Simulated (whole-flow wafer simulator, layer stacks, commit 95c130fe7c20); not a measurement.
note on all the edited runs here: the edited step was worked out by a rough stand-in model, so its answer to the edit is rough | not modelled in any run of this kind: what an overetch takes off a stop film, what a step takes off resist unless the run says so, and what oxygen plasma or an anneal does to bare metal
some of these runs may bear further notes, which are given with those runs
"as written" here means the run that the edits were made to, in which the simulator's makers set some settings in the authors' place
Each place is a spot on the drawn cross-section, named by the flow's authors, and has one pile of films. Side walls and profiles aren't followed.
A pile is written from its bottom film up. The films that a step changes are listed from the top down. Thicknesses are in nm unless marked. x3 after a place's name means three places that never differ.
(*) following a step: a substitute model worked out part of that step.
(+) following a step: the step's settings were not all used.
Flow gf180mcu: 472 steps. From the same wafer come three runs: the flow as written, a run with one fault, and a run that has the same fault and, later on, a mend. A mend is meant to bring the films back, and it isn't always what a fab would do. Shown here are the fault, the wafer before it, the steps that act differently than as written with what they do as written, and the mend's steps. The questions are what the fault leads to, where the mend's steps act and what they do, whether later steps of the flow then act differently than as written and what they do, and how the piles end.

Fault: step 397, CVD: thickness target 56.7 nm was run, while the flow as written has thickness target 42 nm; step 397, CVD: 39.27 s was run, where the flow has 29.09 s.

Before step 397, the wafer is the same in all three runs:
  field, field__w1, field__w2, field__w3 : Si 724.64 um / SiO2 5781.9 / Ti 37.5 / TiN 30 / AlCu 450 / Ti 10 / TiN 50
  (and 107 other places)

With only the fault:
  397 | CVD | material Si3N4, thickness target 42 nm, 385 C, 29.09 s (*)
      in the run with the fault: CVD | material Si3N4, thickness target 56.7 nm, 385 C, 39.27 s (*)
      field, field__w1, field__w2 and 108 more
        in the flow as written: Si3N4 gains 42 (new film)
        in the run with the fault: Si3N4 gains 56.7 (new film)
  Later steps of the flow acting differently than as written (4 other steps are not shown; they differ only slightly, by no more than 2% or 0.5 nm, whichever is larger):
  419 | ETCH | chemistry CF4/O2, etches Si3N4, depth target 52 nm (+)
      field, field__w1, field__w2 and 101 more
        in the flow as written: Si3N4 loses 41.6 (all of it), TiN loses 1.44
        in the run with the fault: Si3N4 loses 52
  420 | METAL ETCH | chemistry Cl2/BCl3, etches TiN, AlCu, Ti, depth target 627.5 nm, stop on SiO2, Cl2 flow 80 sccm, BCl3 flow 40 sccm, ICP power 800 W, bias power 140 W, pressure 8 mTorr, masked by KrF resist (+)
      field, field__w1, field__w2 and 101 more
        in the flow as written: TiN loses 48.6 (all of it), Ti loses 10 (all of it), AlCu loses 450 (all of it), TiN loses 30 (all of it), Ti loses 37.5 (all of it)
        in the run with the fault: Si3N4 loses 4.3 (all of it), TiN loses 50 (all of it), Ti loses 10 (all of it), AlCu loses 450 (all of it), TiN loses 30 (all of it), Ti loses 37.5 (all of it)
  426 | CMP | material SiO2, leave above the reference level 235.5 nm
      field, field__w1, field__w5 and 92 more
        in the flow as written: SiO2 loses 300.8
        in the run with the fault: SiO2 loses 286.2
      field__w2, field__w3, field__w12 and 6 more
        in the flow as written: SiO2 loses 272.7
        in the run with the fault: SiO2 loses 257.3
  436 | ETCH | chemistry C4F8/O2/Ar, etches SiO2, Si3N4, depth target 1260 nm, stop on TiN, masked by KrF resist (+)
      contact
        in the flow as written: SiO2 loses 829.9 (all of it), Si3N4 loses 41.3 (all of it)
        in the run with the fault: SiO2 loses 829.9 (all of it), Si3N4 loses 55.9 (all of it)
  At field__w4, field__w8, m1, m1__w1, mim, mim_1p0, m1_nw, the piles at the end differ from the flow's by more than 2% or 0.5 nm, whichever is larger.
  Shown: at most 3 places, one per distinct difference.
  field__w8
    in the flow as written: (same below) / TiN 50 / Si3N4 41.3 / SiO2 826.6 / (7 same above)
    in the run with the fault: (same below) / TiN 50 / Si3N4 55.9 / SiO2 826.6 / (7 same above)
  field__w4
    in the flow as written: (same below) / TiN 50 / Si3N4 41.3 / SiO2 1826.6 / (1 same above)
    in the run with the fault: (same below) / TiN 50 / Si3N4 55.9 / SiO2 1826.6 / (1 same above)
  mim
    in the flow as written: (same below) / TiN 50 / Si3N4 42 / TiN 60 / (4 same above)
    in the run with the fault: (same below) / TiN 50 / Si3N4 56.7 / TiN 60 / (4 same above)

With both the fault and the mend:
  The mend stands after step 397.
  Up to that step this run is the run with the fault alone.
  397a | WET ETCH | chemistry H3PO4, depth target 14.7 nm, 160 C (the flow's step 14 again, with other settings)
      field, field__w1, field__w2 and 108 more
        Si3N4 loses 14.7
  Every later step of the flow that is run acts as written, at every place that is followed, to within 2% or 0.5 nm, whichever is larger.
  The piles end only slightly different from the flow's at the places that both follow, by no more than 2% or 0.5 nm, whichever is larger.
